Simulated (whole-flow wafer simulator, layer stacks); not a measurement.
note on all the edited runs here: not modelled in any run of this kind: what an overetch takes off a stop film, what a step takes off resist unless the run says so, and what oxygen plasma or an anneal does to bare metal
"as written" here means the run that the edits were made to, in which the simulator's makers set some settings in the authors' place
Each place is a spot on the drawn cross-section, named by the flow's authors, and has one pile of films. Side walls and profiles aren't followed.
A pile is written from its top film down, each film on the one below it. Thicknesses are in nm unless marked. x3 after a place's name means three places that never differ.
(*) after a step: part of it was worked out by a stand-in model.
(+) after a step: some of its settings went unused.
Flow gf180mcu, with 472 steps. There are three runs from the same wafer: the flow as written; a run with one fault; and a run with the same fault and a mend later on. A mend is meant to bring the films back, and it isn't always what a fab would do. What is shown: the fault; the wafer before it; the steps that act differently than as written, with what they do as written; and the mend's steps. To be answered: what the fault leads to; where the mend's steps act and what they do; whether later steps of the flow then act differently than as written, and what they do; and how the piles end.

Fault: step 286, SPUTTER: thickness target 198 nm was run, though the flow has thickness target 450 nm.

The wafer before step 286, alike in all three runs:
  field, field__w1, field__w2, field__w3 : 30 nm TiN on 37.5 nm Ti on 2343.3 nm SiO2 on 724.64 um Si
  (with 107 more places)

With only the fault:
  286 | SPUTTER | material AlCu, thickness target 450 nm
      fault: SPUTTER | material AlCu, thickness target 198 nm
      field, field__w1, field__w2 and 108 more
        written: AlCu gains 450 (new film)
        fault: AlCu gains 198 (new film)
  Steps further on in the flow that do not act as written:
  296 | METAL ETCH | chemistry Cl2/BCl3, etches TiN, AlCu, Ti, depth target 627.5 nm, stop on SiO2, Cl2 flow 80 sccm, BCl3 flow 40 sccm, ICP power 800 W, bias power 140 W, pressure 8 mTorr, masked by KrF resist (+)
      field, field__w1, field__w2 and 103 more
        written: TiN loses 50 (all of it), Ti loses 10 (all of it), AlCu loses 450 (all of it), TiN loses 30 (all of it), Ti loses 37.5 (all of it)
        fault: TiN loses 50 (all of it), Ti loses 10 (all of it), AlCu loses 198 (all of it), TiN loses 30 (all of it), Ti loses 37.5 (all of it)
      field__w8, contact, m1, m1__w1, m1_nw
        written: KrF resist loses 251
        fault: KrF resist loses 195.3
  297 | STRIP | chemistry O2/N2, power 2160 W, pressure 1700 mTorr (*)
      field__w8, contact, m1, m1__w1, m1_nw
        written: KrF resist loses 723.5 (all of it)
        fault: KrF resist loses 779.2 (all of it)
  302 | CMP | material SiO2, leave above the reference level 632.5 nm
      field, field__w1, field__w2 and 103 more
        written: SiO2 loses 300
        fault: SiO2 loses 552
  By the end, the piles at field, field__w1, field__w2 and 109 more depart from the flow's by more than 2% or 0.5 nm, whichever is larger.
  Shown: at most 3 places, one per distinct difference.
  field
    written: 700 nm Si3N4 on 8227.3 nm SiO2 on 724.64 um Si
    fault: 700 nm Si3N4 on 7975.3 nm SiO2 on 724.64 um Si
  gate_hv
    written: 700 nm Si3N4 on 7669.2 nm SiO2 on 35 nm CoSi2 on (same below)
    fault: 700 nm Si3N4 on 7417.2 nm SiO2 on 35 nm CoSi2 on (same below)
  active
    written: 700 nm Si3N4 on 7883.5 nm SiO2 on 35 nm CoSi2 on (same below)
    fault: 700 nm Si3N4 on 7631.5 nm SiO2 on 35 nm CoSi2 on (same below)

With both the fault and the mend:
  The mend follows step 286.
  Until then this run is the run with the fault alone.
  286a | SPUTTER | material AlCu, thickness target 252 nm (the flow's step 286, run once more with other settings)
      field, field__w1, field__w2 and 108 more
        AlCu gains 252
  Every later step of the flow that is run acts as written at every place that is followed.
  The piles end the same as the flow's at every place that both follow.
